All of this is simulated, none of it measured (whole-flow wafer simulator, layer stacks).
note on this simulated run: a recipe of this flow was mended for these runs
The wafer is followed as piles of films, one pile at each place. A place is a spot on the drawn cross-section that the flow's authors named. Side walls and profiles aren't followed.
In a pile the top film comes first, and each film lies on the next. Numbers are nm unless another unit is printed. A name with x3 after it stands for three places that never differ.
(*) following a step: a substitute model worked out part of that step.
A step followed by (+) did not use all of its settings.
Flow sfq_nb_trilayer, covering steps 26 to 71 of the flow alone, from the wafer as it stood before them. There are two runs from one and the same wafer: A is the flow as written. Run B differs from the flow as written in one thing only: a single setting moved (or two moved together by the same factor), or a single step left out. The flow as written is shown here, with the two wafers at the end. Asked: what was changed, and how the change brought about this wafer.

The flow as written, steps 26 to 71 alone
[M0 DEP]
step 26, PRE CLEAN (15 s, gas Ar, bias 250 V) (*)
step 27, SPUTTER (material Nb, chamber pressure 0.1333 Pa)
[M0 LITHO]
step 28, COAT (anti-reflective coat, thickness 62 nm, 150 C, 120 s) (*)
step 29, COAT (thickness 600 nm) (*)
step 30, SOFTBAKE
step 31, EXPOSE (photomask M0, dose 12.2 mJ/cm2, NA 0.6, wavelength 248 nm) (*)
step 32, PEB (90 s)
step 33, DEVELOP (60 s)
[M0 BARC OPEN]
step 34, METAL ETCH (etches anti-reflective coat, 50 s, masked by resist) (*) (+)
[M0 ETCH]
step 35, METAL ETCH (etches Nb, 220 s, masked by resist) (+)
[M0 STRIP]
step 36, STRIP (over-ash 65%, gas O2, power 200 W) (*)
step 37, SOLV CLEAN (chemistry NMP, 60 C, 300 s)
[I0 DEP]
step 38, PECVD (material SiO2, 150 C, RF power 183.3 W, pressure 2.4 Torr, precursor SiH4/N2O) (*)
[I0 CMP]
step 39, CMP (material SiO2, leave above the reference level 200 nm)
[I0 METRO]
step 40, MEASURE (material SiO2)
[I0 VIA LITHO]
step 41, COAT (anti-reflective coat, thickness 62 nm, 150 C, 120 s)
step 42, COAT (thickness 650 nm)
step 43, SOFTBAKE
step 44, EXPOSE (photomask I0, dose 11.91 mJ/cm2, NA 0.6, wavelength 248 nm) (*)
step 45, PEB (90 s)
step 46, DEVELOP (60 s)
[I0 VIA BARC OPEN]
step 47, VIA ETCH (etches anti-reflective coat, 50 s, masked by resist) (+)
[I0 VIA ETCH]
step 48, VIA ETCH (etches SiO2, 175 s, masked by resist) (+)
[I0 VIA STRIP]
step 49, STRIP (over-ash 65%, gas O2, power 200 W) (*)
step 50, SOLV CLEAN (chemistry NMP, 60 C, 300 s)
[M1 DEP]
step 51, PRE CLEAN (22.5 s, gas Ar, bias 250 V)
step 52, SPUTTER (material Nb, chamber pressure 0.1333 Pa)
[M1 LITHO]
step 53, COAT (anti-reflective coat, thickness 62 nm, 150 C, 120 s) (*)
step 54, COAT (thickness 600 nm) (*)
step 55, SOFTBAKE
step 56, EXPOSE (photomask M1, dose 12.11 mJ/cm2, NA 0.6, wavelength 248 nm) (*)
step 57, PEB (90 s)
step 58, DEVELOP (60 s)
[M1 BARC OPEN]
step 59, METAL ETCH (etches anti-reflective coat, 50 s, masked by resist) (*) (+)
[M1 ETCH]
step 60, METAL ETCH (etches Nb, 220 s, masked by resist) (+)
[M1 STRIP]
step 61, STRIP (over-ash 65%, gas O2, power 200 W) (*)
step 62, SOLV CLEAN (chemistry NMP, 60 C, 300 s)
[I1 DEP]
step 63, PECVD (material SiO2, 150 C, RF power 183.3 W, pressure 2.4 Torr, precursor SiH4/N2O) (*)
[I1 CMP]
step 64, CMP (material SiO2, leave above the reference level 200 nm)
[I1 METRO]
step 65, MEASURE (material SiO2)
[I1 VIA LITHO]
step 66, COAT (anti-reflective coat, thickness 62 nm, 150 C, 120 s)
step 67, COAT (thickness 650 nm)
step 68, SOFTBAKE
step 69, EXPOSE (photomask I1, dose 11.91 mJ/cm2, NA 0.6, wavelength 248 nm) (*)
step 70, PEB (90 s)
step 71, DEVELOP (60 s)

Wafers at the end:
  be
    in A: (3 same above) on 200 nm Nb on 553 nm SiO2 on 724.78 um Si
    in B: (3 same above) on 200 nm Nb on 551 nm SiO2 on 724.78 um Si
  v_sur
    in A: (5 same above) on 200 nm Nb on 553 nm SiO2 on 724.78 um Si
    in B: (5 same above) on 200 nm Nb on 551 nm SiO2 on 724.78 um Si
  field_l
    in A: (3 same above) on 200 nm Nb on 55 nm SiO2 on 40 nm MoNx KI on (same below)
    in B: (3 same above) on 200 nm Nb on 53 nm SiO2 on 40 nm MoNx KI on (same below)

The reason: step 26, PRE CLEAN: 21 s was run, though the flow has 15 s.

The path from the change to this, step by step:
  step 26, PRE CLEAN (15 s, gas Ar, bias 250 V) (*)
      field_l, v_sur, via_wl and 102 more: A SiO2 loses 5 | B SiO2 loses 7
      l0v: A MoNx KI loses 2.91 | B MoNx KI loses 4.16
